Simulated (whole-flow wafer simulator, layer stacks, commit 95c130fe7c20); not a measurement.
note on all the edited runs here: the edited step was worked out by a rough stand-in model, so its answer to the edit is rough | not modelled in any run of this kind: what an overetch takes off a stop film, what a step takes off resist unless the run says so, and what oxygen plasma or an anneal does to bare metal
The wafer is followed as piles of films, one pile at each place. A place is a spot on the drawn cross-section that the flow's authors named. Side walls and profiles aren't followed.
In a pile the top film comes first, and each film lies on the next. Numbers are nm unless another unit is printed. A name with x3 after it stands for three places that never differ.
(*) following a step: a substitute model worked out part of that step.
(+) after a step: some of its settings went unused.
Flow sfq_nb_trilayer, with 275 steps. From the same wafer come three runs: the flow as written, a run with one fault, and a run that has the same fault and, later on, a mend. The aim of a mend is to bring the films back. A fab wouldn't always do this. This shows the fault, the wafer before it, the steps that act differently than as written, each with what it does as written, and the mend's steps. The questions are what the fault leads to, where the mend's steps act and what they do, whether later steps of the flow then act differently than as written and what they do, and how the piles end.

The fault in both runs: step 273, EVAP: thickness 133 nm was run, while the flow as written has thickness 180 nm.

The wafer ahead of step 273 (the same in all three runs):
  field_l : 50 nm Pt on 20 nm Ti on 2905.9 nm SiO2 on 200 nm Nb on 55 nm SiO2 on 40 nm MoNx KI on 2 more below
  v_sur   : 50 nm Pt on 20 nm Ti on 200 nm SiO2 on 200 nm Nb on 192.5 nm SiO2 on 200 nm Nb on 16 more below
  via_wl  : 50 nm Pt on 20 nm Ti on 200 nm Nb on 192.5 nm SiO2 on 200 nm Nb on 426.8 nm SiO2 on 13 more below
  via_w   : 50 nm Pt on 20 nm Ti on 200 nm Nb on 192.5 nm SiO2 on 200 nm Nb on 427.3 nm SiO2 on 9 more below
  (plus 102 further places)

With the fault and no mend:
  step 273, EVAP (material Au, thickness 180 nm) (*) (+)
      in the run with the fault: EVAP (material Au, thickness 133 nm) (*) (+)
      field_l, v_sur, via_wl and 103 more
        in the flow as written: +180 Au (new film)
        in the run with the fault: +133 Au (new film)
  Later steps of the flow acting differently than as written:
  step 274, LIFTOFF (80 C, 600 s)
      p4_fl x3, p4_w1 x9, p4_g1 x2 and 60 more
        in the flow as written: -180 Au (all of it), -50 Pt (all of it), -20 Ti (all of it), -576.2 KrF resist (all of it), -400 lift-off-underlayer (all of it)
        in the run with the fault: -133 Au (all of it), -50 Pt (all of it), -20 Ti (all of it), -576.2 KrF resist (all of it), -400 lift-off-underlayer (all of it)
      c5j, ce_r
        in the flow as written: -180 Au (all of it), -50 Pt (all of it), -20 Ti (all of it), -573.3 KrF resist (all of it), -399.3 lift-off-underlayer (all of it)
        in the run with the fault: -133 Au (all of it), -50 Pt (all of it), -20 Ti (all of it), -573.3 KrF resist (all of it), -399.3 lift-off-underlayer (all of it)
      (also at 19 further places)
  At field_l, v_sur, via_wl and 8 more, the piles at the end differ from the flow's by more than 2% or 0.5 nm, whichever is larger.
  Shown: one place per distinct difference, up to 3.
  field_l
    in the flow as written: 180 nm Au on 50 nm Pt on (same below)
    in the run with the fault: 133 nm Au on 50 nm Pt on (same below)

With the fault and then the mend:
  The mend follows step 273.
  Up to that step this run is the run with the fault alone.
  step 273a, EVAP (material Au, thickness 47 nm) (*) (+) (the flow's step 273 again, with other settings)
      field_l, v_sur, via_wl and 103 more
        +47 Au
  None of the later steps of the flow acts differently than as written at any place that is followed.
  By the end, the piles equal the flow's at every place that both follow.
